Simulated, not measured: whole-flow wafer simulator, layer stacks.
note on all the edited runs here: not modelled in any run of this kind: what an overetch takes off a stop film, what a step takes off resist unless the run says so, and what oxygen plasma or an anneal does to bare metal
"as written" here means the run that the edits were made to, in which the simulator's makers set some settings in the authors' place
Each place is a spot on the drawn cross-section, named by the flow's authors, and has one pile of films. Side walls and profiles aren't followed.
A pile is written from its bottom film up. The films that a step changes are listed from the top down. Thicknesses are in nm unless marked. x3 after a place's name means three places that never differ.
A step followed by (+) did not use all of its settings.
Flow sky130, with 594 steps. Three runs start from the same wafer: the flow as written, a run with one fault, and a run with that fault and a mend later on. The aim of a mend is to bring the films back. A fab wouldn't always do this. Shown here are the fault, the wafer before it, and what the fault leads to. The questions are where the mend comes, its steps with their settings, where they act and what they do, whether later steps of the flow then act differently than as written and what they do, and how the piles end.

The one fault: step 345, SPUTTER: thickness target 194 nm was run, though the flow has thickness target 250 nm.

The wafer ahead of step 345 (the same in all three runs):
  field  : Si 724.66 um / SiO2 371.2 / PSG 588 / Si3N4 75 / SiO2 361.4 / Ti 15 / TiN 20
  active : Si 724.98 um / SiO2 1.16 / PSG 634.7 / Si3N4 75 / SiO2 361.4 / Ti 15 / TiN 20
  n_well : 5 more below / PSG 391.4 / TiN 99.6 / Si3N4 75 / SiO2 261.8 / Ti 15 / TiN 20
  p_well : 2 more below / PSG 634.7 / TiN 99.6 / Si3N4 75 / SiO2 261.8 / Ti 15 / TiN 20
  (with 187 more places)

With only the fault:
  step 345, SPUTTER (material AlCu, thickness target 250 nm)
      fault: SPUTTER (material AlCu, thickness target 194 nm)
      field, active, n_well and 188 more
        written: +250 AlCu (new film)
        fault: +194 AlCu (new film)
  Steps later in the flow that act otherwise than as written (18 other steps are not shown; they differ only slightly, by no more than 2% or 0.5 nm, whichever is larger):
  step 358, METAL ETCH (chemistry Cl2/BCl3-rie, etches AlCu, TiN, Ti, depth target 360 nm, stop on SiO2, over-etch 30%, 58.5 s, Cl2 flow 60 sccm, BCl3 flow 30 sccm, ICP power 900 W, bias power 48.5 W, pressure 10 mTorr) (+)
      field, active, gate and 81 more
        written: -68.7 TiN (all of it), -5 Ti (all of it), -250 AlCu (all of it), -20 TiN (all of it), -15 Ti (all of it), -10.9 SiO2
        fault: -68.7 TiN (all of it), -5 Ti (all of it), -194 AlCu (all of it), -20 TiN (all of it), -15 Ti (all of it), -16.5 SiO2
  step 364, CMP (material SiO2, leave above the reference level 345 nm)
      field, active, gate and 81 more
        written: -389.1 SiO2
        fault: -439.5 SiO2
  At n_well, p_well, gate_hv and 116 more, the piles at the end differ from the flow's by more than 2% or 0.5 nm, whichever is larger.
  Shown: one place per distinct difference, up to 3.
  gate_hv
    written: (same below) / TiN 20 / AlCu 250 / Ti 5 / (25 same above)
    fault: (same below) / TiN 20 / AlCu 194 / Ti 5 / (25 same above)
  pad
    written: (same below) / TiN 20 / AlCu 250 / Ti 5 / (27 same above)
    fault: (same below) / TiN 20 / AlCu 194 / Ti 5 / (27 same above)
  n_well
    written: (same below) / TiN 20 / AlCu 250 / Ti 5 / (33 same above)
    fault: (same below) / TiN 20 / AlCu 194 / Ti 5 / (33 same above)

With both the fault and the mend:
  The mend stands after step 345.
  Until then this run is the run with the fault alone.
  step 345a, SPUTTER (material AlCu, thickness target 56 nm) (the flow's step 345, run once more with other settings)
      field, active, n_well and 188 more
        +56 AlCu
  Every later step of the flow that is run acts as written at every place that is followed.
  At every place that both follow, the piles at the end match the flow's.
